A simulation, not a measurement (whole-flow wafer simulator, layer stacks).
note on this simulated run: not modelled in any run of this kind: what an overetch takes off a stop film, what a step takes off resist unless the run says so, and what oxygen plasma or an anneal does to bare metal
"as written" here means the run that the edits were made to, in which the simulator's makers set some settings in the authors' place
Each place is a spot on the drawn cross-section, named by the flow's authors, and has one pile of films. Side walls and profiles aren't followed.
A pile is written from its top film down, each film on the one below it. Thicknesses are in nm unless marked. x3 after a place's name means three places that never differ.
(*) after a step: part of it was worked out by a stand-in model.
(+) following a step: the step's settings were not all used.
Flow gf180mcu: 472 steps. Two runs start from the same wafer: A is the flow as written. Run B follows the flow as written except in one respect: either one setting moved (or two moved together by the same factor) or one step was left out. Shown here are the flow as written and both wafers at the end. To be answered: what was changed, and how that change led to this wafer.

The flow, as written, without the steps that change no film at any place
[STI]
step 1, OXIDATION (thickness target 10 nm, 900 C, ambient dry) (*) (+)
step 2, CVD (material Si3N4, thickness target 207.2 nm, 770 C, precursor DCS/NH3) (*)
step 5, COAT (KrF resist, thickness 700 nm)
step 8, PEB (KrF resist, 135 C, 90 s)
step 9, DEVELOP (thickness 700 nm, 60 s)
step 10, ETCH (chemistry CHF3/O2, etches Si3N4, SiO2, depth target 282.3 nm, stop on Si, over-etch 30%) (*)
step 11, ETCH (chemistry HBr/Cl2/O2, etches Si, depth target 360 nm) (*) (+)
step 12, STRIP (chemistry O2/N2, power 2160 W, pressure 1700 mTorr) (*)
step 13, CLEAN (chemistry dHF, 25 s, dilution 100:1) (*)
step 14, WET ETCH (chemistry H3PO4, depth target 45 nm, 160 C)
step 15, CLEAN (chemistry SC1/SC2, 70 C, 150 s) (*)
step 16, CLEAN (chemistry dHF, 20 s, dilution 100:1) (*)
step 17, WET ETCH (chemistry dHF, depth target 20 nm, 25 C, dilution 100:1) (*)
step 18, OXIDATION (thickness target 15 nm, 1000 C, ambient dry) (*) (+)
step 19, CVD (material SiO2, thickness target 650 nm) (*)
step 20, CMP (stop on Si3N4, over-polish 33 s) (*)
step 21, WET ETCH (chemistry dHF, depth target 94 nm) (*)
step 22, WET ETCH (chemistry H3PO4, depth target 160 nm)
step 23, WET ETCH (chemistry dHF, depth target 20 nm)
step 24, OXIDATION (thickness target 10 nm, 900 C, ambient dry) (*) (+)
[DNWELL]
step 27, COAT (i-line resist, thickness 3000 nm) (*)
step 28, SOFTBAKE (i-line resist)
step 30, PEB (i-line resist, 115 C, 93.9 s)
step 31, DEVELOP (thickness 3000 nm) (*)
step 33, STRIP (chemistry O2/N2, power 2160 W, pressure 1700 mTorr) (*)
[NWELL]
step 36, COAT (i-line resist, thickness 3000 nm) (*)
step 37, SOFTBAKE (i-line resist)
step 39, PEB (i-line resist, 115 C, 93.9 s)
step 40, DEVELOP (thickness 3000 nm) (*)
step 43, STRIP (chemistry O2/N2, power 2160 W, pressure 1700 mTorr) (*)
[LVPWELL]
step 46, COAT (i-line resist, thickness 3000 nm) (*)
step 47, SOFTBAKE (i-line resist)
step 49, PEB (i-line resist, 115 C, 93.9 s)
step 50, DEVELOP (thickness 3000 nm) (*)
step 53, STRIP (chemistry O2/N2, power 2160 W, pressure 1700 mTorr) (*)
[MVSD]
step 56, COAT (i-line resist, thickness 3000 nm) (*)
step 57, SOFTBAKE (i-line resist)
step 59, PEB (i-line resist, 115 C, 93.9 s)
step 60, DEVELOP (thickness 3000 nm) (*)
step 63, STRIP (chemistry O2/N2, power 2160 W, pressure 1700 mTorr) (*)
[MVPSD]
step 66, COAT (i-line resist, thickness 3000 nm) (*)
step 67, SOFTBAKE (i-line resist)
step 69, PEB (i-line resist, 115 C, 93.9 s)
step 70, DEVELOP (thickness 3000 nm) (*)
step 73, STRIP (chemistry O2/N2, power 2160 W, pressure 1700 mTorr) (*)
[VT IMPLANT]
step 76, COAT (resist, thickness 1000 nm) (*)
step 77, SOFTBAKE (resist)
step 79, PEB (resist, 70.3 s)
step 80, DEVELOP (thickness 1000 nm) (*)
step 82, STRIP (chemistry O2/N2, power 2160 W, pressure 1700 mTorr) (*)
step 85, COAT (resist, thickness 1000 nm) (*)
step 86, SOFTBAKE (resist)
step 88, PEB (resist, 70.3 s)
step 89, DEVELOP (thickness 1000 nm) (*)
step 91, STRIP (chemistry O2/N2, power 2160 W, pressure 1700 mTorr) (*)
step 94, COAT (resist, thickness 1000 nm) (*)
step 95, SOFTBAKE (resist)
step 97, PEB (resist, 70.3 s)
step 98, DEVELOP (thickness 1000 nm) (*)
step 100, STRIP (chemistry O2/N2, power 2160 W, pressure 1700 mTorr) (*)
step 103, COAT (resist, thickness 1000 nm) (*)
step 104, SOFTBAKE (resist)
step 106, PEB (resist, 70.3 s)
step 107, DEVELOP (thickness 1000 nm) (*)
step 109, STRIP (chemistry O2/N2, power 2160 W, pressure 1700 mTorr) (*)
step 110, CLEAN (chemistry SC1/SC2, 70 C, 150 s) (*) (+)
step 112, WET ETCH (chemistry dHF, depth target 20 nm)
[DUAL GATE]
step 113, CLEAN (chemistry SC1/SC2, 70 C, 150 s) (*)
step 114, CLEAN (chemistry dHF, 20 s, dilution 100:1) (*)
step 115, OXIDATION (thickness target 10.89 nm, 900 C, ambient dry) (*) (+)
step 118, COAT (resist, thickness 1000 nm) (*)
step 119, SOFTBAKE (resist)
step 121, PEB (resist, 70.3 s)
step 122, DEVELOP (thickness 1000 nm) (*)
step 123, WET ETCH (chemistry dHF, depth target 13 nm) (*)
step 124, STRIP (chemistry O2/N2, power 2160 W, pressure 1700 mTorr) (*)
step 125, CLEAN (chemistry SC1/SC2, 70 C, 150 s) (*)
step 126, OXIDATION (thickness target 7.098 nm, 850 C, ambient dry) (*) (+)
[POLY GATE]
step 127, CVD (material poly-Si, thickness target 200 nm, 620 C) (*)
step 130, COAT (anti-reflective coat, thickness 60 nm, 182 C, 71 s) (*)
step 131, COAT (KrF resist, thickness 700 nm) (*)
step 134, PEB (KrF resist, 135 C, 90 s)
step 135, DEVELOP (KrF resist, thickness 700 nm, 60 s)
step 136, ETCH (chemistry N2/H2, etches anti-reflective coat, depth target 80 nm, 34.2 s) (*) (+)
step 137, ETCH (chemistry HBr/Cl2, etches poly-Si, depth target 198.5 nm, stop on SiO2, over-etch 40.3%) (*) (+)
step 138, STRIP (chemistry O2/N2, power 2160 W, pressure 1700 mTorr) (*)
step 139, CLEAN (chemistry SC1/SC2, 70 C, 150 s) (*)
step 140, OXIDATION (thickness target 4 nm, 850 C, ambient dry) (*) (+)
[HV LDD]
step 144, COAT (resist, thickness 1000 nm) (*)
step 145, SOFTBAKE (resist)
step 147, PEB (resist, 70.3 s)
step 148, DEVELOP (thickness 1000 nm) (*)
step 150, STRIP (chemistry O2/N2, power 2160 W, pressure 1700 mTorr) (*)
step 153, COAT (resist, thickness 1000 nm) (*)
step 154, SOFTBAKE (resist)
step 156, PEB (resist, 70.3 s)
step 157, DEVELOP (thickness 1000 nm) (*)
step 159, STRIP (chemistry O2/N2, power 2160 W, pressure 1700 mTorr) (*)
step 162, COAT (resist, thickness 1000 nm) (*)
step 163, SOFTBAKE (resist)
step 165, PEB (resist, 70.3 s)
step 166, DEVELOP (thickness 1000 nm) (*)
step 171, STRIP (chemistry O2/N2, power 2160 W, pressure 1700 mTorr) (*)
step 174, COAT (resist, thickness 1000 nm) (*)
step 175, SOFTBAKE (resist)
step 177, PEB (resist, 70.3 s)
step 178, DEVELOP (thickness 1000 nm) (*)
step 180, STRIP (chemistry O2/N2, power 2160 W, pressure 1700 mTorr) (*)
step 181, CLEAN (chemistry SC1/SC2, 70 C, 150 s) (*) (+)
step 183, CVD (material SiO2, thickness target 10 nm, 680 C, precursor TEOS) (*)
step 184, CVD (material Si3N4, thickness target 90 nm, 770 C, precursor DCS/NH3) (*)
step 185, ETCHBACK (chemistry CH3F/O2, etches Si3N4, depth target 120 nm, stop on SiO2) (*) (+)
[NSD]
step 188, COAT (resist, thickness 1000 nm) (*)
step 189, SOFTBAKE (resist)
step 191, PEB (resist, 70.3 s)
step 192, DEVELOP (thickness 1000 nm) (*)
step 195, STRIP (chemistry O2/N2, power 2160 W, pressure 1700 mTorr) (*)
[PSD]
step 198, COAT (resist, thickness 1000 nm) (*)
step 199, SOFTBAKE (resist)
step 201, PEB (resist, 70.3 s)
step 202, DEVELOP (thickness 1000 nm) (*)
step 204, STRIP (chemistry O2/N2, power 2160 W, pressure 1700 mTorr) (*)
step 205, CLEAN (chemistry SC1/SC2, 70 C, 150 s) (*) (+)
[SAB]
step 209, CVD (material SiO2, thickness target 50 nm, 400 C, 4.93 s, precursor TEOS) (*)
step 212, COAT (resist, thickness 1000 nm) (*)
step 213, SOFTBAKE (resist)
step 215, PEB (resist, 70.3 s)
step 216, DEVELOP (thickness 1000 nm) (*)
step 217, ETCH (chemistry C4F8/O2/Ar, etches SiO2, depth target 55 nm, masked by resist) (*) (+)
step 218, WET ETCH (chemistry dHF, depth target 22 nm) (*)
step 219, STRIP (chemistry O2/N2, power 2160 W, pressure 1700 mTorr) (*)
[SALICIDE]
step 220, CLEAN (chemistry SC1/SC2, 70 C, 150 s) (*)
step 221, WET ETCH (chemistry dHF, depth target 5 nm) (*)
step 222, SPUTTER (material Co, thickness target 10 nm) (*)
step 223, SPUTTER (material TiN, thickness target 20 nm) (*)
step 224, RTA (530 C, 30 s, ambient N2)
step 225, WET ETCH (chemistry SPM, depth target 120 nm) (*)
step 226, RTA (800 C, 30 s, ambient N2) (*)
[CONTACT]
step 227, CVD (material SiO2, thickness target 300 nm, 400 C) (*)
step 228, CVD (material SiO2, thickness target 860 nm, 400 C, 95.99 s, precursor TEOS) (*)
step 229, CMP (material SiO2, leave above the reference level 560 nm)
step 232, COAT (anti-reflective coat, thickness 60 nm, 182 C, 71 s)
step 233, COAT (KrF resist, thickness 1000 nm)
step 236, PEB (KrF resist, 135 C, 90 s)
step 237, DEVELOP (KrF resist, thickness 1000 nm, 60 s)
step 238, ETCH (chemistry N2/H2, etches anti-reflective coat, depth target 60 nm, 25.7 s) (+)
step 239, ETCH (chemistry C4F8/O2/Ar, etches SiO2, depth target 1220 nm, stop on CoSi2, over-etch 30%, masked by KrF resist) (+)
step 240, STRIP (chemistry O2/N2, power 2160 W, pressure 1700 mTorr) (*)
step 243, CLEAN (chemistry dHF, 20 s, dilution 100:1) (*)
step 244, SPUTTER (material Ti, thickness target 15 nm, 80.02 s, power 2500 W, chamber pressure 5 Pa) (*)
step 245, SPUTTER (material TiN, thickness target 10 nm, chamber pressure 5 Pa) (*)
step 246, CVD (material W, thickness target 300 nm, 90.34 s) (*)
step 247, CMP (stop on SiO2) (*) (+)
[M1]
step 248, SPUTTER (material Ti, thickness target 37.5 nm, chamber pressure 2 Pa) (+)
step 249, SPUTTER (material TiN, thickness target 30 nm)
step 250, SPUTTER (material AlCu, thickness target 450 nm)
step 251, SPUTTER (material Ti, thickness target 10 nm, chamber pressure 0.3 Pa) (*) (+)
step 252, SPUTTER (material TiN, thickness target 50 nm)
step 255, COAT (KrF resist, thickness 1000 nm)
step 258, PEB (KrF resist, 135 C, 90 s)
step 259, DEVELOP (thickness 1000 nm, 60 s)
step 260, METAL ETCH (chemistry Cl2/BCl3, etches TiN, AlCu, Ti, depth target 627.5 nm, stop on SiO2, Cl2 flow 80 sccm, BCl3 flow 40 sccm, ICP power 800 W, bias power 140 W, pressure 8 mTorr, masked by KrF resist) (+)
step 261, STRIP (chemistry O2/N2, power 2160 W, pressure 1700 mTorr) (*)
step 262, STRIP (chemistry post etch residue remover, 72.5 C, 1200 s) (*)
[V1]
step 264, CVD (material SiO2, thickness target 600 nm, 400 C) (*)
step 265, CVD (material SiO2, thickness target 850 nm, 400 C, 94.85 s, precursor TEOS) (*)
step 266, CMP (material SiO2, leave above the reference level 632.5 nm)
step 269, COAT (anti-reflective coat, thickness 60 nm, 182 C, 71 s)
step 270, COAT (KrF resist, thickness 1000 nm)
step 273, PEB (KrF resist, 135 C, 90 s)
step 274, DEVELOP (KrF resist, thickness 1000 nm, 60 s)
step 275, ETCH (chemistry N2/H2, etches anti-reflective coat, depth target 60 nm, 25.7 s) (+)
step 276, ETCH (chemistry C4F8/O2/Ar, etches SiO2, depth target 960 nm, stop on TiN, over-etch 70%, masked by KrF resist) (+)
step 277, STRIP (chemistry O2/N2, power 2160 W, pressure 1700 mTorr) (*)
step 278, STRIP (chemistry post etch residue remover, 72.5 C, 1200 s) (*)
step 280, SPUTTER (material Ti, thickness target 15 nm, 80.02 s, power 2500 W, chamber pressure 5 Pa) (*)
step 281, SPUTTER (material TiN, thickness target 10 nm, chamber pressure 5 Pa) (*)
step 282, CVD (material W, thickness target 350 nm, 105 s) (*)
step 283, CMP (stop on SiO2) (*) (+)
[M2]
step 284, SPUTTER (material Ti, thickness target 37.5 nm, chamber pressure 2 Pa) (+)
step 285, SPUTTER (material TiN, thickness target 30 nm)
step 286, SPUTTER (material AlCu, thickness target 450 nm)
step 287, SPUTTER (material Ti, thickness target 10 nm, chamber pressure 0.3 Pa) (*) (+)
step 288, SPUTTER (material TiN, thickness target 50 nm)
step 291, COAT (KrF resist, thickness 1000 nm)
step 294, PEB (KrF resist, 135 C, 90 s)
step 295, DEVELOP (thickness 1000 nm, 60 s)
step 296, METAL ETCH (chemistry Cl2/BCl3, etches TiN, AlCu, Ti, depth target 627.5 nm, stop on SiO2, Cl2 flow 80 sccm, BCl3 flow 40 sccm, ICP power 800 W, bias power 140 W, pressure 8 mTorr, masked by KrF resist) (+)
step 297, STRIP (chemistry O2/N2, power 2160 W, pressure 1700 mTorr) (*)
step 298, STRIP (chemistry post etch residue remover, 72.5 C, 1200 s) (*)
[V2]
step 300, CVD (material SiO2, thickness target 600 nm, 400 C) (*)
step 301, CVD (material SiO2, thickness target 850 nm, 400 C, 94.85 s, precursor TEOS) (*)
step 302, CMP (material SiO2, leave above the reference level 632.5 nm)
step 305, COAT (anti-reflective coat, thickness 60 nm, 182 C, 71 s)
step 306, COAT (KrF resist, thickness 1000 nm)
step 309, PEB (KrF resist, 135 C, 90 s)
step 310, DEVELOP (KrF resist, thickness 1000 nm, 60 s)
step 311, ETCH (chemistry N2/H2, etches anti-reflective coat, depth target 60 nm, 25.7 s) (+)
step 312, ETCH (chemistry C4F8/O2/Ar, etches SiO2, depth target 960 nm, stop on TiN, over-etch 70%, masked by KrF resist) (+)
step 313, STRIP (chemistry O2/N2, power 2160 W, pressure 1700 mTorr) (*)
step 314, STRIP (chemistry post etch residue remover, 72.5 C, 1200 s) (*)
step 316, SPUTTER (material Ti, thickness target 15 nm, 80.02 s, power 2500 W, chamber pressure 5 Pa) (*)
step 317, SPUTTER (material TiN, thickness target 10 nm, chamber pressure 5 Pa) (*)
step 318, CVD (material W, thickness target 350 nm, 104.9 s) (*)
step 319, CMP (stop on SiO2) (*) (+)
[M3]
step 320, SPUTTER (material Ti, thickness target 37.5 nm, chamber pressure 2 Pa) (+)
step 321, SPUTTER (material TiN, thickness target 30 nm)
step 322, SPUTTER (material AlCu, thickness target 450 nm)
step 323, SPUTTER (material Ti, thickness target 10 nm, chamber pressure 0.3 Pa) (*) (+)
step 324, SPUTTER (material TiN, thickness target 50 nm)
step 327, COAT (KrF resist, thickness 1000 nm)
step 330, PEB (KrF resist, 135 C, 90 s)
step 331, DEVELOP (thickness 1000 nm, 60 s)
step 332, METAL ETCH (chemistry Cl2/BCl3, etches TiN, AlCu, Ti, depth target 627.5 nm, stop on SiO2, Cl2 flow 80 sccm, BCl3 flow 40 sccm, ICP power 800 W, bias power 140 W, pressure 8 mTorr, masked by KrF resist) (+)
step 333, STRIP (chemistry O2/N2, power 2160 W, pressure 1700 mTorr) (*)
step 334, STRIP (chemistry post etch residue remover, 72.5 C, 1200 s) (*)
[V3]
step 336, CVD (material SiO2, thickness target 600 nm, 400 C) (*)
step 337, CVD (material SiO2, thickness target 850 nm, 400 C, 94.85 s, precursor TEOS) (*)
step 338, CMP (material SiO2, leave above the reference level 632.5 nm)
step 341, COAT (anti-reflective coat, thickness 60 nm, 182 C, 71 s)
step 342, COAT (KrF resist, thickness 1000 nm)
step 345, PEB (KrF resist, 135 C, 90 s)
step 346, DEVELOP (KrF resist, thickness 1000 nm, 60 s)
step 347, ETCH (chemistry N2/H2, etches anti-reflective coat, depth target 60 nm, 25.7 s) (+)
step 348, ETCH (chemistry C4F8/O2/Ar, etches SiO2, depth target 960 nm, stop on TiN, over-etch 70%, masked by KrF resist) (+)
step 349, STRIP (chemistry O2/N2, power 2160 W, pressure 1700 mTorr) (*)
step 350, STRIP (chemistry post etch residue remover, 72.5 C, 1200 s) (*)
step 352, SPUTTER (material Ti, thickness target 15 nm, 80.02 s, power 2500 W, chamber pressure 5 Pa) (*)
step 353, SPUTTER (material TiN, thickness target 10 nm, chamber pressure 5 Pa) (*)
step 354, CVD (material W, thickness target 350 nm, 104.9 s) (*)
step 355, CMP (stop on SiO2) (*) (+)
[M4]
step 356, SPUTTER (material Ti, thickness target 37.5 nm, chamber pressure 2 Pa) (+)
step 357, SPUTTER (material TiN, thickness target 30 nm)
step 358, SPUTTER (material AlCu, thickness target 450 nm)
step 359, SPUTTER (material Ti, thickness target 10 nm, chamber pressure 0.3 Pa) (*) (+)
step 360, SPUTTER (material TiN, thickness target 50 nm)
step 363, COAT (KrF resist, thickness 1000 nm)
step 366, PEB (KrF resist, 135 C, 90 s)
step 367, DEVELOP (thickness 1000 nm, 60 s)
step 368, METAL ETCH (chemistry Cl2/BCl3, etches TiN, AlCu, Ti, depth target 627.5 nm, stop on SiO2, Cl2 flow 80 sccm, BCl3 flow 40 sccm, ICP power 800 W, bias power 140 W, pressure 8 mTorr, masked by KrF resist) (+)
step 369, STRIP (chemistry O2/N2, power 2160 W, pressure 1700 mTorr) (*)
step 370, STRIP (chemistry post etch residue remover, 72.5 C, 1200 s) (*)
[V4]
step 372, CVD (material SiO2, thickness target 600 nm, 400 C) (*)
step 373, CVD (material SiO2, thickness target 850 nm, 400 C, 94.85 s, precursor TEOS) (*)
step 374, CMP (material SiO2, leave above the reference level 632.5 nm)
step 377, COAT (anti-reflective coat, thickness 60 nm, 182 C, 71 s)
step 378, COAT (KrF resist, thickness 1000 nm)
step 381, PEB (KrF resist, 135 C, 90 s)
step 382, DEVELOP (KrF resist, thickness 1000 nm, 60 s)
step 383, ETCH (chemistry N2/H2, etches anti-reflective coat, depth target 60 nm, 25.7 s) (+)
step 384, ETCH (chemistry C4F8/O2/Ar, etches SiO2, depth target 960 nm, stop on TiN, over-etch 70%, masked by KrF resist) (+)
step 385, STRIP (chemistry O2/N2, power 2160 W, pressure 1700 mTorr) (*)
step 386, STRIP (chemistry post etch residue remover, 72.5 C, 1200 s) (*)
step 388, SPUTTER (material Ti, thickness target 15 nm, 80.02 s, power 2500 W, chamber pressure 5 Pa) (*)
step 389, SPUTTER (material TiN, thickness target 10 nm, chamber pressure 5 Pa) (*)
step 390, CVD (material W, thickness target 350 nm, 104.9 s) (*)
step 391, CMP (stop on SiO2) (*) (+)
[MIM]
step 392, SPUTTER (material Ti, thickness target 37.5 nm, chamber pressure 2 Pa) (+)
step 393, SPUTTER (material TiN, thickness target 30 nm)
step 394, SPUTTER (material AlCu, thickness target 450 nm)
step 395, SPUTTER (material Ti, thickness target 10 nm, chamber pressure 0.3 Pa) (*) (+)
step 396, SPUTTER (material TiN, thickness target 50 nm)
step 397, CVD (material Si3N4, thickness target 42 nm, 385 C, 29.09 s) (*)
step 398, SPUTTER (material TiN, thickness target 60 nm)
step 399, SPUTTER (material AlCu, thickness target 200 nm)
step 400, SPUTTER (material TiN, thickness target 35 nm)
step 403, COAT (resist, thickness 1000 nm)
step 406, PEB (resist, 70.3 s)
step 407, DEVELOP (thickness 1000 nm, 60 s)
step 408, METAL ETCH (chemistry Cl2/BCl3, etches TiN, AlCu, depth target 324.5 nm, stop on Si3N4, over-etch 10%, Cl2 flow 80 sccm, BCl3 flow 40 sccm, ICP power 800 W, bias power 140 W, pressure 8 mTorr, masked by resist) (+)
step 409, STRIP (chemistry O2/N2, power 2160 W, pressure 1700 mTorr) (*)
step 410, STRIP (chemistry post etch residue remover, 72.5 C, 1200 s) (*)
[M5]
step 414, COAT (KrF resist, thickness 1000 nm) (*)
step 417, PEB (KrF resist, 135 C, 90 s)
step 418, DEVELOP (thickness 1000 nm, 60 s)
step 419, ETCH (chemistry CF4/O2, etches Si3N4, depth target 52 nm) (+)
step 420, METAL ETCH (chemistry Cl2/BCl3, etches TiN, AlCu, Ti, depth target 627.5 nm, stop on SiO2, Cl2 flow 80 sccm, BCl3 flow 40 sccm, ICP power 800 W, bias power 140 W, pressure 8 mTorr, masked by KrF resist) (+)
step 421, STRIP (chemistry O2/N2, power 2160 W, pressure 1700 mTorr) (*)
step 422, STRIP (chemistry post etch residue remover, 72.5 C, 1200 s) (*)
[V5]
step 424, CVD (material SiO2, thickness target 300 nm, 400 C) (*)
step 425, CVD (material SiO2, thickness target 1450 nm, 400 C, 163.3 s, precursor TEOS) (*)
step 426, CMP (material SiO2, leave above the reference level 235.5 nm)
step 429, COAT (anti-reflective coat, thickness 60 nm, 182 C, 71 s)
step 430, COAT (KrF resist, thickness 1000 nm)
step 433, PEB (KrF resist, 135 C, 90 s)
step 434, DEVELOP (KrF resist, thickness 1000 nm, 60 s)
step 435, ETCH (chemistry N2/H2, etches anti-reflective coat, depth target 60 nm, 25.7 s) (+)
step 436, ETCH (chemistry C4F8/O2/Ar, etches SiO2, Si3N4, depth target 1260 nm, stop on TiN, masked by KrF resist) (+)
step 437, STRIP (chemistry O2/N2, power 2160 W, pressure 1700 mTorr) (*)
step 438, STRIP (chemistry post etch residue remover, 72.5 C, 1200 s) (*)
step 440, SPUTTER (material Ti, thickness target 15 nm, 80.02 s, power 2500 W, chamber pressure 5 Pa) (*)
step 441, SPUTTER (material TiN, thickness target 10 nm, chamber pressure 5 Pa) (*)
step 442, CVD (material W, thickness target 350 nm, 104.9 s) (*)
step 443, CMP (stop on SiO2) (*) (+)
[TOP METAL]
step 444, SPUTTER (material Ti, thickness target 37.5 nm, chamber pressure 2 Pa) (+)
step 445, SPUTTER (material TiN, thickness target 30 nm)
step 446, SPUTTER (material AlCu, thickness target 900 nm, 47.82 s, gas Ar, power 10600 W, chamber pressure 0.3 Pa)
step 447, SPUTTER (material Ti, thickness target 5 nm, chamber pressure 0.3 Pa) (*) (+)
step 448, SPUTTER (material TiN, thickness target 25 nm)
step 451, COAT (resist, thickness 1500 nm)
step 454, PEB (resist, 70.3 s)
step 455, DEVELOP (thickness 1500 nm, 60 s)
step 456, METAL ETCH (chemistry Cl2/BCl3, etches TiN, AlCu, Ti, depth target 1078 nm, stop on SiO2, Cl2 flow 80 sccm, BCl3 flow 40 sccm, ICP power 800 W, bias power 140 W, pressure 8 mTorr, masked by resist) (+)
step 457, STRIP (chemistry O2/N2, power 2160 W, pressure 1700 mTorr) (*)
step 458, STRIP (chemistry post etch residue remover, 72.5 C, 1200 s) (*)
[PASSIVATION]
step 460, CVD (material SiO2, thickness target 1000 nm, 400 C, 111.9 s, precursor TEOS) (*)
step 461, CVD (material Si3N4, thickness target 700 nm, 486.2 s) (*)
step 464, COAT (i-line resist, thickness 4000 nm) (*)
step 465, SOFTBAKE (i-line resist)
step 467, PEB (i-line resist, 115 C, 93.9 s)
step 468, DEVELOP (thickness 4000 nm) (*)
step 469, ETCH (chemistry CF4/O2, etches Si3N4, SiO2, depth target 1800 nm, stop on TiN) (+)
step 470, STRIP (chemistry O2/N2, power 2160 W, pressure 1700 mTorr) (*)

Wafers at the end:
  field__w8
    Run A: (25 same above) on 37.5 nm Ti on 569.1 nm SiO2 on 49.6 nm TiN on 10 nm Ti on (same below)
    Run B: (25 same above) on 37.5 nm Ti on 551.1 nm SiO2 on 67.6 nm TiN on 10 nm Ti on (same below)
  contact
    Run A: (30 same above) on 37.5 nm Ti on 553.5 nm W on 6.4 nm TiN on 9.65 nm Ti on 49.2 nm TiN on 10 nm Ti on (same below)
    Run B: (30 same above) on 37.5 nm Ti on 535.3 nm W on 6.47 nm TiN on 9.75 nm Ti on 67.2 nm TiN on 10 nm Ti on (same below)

What caused this: step 288, SPUTTER: thickness target 68 nm was run, while the flow as written has thickness target 50 nm.

How this came from the change, step by step:
  step 288, SPUTTER (material TiN, thickness target 50 nm)
      field, field__w1, field__w2 and 108 more: A TiN gains 50 (new film) | B TiN gains 68 (new film)
  step 296, METAL ETCH (chemistry Cl2/BCl3, etches TiN, AlCu, Ti, depth target 627.5 nm, stop on SiO2, Cl2 flow 80 sccm, BCl3 flow 40 sccm, ICP power 800 W, bias power 140 W, pressure 8 mTorr, masked by KrF resist) (+)
      field, field__w1, field__w2 and 103 more: A TiN loses 50 (all of it), Ti loses 10 (all of it), AlCu loses 450 (all of it), TiN loses 30 (all of it), Ti loses 37.5 (all of it) | B TiN loses 68 (all of it), Ti loses 10 (all of it), AlCu loses 450 (all of it), TiN loses 30 (all of it), Ti loses 37.5 (all of it)
  step 302, CMP (material SiO2, leave above the reference level 632.5 nm)
      field__w8, contact, m1, m1__w1, m1_nw: A SiO2 loses 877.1 | B SiO2 loses 895.1
  step 312, ETCH (chemistry C4F8/O2/Ar, etches SiO2, depth target 960 nm, stop on TiN, over-etch 70%, masked by KrF resist) (+)
      contact: A SiO2 loses 572.5 (all of it) | B SiO2 loses 554.5 (all of it)
